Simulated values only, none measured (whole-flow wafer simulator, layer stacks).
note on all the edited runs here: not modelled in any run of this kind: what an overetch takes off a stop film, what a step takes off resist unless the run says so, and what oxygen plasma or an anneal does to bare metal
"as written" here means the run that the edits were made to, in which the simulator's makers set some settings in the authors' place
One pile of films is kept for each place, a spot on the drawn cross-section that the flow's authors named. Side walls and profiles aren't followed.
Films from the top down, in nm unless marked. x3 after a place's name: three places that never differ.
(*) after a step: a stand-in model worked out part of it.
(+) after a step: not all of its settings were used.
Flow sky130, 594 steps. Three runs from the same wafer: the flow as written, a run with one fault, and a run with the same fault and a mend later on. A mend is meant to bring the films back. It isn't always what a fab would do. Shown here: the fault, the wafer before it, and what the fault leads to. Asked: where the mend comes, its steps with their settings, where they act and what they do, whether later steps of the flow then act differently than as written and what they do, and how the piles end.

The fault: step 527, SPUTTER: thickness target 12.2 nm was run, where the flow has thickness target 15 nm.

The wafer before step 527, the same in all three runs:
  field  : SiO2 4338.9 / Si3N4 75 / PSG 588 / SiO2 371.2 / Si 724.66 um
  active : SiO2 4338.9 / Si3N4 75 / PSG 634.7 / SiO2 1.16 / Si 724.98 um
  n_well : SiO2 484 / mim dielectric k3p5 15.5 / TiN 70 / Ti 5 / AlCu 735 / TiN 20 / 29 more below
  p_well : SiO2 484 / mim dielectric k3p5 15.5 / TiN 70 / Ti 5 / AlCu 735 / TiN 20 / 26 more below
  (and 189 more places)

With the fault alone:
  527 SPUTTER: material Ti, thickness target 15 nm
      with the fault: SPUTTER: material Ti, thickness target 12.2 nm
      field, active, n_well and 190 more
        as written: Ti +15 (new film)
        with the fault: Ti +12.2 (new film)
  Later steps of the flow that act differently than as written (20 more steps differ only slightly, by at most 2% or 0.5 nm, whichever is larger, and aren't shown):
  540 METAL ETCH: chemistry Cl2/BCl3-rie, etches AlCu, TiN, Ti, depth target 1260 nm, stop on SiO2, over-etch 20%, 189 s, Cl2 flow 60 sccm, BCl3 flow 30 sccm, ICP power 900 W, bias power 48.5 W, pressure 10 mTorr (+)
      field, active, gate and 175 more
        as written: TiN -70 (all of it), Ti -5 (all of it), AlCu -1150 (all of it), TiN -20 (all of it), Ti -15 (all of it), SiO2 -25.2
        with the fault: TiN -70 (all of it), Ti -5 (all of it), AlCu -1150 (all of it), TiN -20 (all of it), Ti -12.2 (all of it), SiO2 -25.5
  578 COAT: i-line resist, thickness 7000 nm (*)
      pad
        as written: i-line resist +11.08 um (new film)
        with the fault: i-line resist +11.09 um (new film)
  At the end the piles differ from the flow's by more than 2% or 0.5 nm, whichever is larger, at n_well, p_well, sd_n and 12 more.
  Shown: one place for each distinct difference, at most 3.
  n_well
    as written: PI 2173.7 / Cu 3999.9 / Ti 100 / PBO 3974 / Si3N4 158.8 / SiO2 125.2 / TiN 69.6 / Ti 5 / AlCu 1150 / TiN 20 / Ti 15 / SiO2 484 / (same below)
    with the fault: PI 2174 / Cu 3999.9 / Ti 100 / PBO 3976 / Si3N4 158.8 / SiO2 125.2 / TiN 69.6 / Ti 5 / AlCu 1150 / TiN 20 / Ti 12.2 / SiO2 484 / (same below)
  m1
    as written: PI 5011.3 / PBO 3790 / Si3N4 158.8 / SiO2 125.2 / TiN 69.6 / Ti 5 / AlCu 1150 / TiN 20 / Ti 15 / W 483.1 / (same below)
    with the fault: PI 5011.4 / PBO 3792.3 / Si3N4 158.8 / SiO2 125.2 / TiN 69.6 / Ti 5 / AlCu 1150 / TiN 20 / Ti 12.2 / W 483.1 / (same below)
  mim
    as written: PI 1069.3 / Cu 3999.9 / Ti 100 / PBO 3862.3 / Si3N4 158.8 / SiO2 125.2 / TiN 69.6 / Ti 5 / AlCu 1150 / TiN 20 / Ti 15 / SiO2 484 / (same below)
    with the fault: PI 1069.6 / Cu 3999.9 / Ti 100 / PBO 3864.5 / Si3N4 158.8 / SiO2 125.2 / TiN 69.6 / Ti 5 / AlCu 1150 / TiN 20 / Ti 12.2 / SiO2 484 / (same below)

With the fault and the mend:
  The mend comes after step 527.
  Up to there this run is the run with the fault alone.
  527a SPUTTER: material Ti, thickness target 2.8 nm (the flow's step 527 once more, with other settings)
      field, active, n_well and 190 more
        Ti +2.8
  No later step of the flow acts differently than as written at any place that is followed.
  At the end the piles are the same as the flow's at every place that both follow.
